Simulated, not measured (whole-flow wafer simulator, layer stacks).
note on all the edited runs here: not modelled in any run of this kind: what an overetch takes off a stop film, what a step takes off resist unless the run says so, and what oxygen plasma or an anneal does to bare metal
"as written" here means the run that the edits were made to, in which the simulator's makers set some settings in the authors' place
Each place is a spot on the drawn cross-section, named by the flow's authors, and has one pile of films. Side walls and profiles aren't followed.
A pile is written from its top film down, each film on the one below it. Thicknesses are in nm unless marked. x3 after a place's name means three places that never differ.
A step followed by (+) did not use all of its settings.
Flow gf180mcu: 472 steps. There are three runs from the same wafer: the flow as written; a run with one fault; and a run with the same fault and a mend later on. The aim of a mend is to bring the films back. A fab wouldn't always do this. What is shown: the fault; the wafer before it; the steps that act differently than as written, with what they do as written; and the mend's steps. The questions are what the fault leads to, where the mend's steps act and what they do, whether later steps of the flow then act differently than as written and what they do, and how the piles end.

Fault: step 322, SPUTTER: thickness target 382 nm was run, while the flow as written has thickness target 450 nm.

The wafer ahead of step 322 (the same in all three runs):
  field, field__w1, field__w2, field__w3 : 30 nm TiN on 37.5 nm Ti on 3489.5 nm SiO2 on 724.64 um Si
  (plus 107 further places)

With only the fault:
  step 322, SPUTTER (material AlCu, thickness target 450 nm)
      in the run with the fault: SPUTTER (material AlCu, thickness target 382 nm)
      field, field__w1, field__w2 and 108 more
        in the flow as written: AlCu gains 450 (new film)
        in the run with the fault: AlCu gains 382 (new film)
  Steps later in the flow that act otherwise than as written:
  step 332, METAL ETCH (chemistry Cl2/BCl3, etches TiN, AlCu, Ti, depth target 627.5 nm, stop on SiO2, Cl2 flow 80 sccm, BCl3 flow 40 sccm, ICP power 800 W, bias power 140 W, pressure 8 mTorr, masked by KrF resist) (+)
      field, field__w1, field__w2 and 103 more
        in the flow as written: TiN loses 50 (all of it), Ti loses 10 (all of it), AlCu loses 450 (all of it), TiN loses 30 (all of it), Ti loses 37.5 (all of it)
        in the run with the fault: TiN loses 50 (all of it), Ti loses 10 (all of it), AlCu loses 382 (all of it), TiN loses 30 (all of it), Ti loses 37.5 (all of it)
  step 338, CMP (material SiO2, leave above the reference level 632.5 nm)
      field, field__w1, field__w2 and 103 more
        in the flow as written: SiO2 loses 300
        in the run with the fault: SiO2 loses 368
  The piles end different from the flow's at field__w8, contact, m1, m1__w1, m1_nw by more than 2% or 0.5 nm, whichever is larger.
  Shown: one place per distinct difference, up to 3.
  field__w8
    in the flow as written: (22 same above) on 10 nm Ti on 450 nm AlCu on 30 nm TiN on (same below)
    in the run with the fault: (22 same above) on 10 nm Ti on 382 nm AlCu on 30 nm TiN on (same below)
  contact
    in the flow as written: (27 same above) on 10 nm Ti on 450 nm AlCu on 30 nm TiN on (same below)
    in the run with the fault: (27 same above) on 10 nm Ti on 382 nm AlCu on 30 nm TiN on (same below)

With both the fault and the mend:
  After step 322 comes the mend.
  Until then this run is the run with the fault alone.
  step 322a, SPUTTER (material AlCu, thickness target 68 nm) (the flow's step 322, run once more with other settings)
      field, field__w1, field__w2 and 108 more
        AlCu gains 68
  None of the later steps of the flow acts differently than as written at any place that is followed.
  By the end, the piles equal the flow's at every place that both follow.
